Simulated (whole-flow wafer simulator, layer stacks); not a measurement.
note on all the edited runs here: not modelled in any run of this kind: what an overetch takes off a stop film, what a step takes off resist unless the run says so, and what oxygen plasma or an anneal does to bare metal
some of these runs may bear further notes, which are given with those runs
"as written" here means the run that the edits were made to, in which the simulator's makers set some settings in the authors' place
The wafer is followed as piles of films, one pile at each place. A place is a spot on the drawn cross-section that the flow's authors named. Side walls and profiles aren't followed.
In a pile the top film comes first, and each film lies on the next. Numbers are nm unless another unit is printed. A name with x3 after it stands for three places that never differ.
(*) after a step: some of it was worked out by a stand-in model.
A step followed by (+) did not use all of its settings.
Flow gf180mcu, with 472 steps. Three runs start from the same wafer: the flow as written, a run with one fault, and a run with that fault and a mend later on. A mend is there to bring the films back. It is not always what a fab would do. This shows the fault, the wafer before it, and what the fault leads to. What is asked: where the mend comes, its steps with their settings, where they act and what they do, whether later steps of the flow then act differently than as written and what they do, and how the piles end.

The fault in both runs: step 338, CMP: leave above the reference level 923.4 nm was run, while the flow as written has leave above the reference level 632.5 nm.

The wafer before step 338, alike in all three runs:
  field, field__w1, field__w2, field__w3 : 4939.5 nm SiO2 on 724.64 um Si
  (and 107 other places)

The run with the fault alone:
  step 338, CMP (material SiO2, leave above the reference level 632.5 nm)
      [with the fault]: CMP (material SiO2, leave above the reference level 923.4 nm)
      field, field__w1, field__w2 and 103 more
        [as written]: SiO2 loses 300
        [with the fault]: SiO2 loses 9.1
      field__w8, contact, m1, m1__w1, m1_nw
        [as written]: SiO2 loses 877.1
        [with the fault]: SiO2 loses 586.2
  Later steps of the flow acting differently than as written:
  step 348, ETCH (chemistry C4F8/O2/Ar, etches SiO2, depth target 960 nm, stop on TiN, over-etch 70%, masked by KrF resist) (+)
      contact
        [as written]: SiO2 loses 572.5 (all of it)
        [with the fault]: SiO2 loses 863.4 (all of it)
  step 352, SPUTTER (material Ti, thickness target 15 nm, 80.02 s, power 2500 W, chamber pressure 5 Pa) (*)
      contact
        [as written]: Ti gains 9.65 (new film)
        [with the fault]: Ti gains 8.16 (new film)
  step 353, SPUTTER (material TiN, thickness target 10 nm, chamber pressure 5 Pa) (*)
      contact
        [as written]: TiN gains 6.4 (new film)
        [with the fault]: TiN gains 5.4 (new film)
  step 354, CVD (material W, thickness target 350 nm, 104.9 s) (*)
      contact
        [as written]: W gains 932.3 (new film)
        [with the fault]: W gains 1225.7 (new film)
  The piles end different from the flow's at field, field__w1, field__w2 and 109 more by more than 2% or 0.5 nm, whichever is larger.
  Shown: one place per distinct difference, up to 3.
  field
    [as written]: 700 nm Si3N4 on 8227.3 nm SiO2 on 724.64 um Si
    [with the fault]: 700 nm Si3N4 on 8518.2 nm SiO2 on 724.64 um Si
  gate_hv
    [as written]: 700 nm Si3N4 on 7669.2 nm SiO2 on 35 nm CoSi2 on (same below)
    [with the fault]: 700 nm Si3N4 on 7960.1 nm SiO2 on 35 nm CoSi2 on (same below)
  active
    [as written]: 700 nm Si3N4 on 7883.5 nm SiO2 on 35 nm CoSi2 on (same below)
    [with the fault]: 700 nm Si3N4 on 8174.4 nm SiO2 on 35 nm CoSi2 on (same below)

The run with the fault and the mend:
  The mend follows step 346.
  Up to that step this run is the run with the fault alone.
  step 346a, STRIP (chemistry O2/N2, power 2160 W, pressure 1700 mTorr) (*)
      field, field__w1, field__w2 and 107 more
        KrF resist loses 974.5 (all of it), anti-reflective coat loses 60 (all of it)
      contact
        anti-reflective coat loses 60 (all of it)
  step 346b, CMP (material SiO2, leave above the reference level 632.5 nm) (the flow's step 338 again)
      field, field__w1, field__w2 and 108 more
        SiO2 loses 290.9
  step 346c, HMDS (120 C, 60 s) (the flow's step 340 again)
      alters no film at any place that is followed
  step 346d, COAT (anti-reflective coat, thickness 60 nm, 182 C, 71 s) (the flow's step 341 again)
      field, field__w1, field__w2 and 108 more
        anti-reflective coat gains 60 (new film)
  step 346e, COAT (KrF resist, thickness 1000 nm) (the flow's step 342 again)
      field, field__w1, field__w2 and 108 more
        KrF resist gains 1000 (new film)
  step 346f, SOFTBAKE (KrF resist) (the flow's step 343 again)
      alters no film at any place that is followed
  step 346g, EXPOSE (photomask Via3) (the flow's step 344 again)
      alters no film at any place that is followed
  step 346h, PEB (KrF resist, 135 C, 90 s) (the flow's step 345 again)
      field, field__w1, field__w2 and 108 more
        KrF resist loses 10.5
  step 346i, DEVELOP (KrF resist, thickness 1000 nm, 60 s) (the flow's step 346 again)
      field, field__w1, field__w2 and 107 more
        KrF resist loses 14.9
      contact
        KrF resist loses 989.5 (all of it)
  Every later step of the flow that is run acts as written at every place that is followed.
  The piles end the same as the flow's at every place that both follow.
